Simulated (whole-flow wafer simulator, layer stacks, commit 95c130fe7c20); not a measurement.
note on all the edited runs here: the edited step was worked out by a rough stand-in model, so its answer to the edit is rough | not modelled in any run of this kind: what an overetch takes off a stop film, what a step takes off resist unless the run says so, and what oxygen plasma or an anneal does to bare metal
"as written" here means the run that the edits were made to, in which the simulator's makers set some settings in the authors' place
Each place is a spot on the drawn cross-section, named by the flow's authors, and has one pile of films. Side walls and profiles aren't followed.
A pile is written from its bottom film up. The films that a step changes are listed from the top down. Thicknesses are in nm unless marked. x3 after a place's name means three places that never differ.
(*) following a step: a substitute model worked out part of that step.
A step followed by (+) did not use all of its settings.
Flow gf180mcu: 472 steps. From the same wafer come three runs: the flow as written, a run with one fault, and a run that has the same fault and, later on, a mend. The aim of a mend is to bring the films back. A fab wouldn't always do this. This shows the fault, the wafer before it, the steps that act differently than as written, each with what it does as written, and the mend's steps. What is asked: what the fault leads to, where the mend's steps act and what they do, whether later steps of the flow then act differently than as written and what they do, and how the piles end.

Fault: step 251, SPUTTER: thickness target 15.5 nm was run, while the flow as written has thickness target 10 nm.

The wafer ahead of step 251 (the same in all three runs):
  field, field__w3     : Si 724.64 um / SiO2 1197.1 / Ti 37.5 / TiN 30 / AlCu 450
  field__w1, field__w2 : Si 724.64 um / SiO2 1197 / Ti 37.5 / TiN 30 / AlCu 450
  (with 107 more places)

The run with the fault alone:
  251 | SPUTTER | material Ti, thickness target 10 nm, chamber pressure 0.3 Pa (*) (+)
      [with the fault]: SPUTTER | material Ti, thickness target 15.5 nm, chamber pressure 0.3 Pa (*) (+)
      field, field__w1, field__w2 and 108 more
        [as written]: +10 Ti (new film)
        [with the fault]: +15.5 Ti (new film)
  Steps later in the flow that act otherwise than as written (5 more steps, not shown, differ only slightly: by at most 2% or 0.5 nm, whichever is larger):
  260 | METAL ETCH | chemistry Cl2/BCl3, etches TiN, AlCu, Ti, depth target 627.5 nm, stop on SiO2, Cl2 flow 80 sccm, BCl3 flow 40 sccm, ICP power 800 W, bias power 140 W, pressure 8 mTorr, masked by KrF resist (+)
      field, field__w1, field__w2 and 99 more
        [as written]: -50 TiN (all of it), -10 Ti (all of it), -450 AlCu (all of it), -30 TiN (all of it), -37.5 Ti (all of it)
        [with the fault]: -50 TiN (all of it), -15.5 Ti (all of it), -450 AlCu (all of it), -30 TiN (all of it), -37.5 Ti (all of it)
  The piles end different from the flow's at field__w8, contact, m1 and 6 more by more than 2% or 0.5 nm, whichever is larger.
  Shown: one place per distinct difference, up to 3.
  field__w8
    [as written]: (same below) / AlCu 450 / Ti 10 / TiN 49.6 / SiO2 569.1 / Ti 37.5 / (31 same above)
    [with the fault]: (same below) / AlCu 450 / Ti 15.5 / TiN 49.6 / SiO2 563.6 / Ti 37.5 / (31 same above)
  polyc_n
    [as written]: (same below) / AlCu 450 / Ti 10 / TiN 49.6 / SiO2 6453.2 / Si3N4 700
    [with the fault]: (same below) / AlCu 450 / Ti 15.5 / TiN 49.6 / SiO2 6447.7 / Si3N4 700
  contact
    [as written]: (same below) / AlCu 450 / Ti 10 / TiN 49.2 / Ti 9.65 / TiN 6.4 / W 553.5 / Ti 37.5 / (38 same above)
    [with the fault]: (same below) / AlCu 450 / Ti 15.5 / TiN 49.2 / Ti 9.68 / TiN 6.42 / W 547.9 / Ti 37.5 / (38 same above)

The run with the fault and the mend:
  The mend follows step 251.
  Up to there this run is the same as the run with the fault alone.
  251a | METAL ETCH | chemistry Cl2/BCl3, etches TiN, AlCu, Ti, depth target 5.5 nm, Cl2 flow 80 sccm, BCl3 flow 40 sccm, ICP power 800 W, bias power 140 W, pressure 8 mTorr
      field, field__w1, field__w2 and 108 more
        -5.5 Ti
  Every later step of the flow that is run acts as written at every place that is followed.
  By the end, the piles equal the flow's at every place that both follow.
